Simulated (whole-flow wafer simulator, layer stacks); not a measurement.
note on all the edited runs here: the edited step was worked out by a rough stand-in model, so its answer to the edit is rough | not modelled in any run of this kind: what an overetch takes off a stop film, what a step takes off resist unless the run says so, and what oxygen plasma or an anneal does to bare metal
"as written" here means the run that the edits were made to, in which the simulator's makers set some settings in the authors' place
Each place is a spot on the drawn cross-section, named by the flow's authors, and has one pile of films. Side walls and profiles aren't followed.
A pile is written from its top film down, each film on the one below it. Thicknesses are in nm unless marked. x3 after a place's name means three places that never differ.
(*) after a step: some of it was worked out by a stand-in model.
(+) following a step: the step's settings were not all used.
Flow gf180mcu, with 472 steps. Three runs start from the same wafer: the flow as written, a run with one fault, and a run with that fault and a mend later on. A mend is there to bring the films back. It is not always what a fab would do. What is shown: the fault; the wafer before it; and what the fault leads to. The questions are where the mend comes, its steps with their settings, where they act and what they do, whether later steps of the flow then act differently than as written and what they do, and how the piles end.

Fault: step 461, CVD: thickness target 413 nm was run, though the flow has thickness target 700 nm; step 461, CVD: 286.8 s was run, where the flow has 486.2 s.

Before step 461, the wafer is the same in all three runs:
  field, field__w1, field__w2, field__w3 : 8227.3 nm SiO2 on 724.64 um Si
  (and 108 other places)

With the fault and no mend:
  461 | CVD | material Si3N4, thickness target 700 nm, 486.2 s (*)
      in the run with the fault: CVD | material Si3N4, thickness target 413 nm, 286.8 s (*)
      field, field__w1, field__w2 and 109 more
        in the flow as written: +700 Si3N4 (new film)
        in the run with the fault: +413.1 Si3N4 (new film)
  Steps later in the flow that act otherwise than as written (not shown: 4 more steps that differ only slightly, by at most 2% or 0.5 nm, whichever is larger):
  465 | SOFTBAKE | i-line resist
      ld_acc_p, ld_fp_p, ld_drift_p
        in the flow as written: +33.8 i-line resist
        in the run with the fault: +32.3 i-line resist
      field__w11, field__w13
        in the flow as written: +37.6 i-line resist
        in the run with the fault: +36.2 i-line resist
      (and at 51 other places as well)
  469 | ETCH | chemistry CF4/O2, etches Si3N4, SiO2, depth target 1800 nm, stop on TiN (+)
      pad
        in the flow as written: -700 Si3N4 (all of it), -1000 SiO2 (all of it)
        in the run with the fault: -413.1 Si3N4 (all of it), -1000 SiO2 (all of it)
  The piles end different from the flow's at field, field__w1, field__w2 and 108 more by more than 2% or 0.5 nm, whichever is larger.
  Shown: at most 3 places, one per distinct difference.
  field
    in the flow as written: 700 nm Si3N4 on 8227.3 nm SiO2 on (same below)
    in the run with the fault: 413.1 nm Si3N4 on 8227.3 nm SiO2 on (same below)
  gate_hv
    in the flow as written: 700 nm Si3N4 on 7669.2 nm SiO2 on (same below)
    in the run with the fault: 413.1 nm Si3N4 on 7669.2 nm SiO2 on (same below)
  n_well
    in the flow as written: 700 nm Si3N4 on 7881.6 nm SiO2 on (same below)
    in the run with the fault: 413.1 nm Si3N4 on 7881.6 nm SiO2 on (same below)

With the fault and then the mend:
  The mend stands after step 468.
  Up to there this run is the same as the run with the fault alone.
  468a | STRIP | chemistry O2/N2, power 2160 W, pressure 1700 mTorr (*)
      iso_ptap_pw, iso_ntap_nw, iso_nw_fld and 33 more
        -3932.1 i-line resist (all of it)
      p_well, sti, spacer, sd_n, mim_1p0, dice_street
        -3938.1 i-line resist (all of it)
      field__w2, field__w3, field__w12
        -3984.5 i-line resist (all of it)
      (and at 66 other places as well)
  468b | CVD | material Si3N4, thickness target 287 nm, 199.3 s (*) (the flow's step 461 again, with other settings)
      field, field__w1, field__w2 and 109 more
        +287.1 Si3N4
  468c | HMDS | 120 C, 60 s (the flow's step 463 again)
      alters no film at any place that is followed
  468d | COAT | i-line resist, thickness 4000 nm (*) (the flow's step 464 again)
      iso_ptap_pw, iso_ntap_nw, iso_nw_fld and 33 more
        +4000 i-line resist (new film)
      field__w9, field__w13, sd_p_hv, gate_p_hv, nplus_u, npoly_u
        +4017 i-line resist (new film)
      p_well, sti, spacer, sd_n, mim_1p0, dice_street
        +4006.3 i-line resist (new film)
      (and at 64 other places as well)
  468e | SOFTBAKE | i-line resist (the flow's step 465 again)
      ld_acc_p, ld_fp_p, ld_drift_p
        +33.8 i-line resist
      field__w2, field_sub__w4
        +33.4 i-line resist
      field__w11, field__w13
        +37.6 i-line resist
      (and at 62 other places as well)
  468f | EXPOSE | photomask Pad (the flow's step 466 again)
      alters no film at any place that is followed
  468g | PEB | i-line resist, 115 C, 93.9 s (the flow's step 467 again)
      iso_ptap_pw, iso_ntap_nw, iso_nw_fld and 33 more
        -67.9 i-line resist
      field, field__w2, field__w3 and 25 more
        -68.8 i-line resist
      field_sub, field_sub__w1, field_sub__w2 and 23 more
        -68.7 i-line resist
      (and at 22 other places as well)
  468h | DEVELOP | thickness 4000 nm (*) (the flow's step 468 again)
      field__w5, field__w7, field__w13 and 13 more
        -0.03 i-line resist
      pad
        -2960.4 i-line resist (all of it)
  Every later step of the flow that is run acts as written, at every place that is followed, to within 2% or 0.5 nm, whichever is larger.
  When the end is reached, the piles differ only a little from the flow's at the places that both follow, at most by 2% or 0.5 nm, whichever is larger.
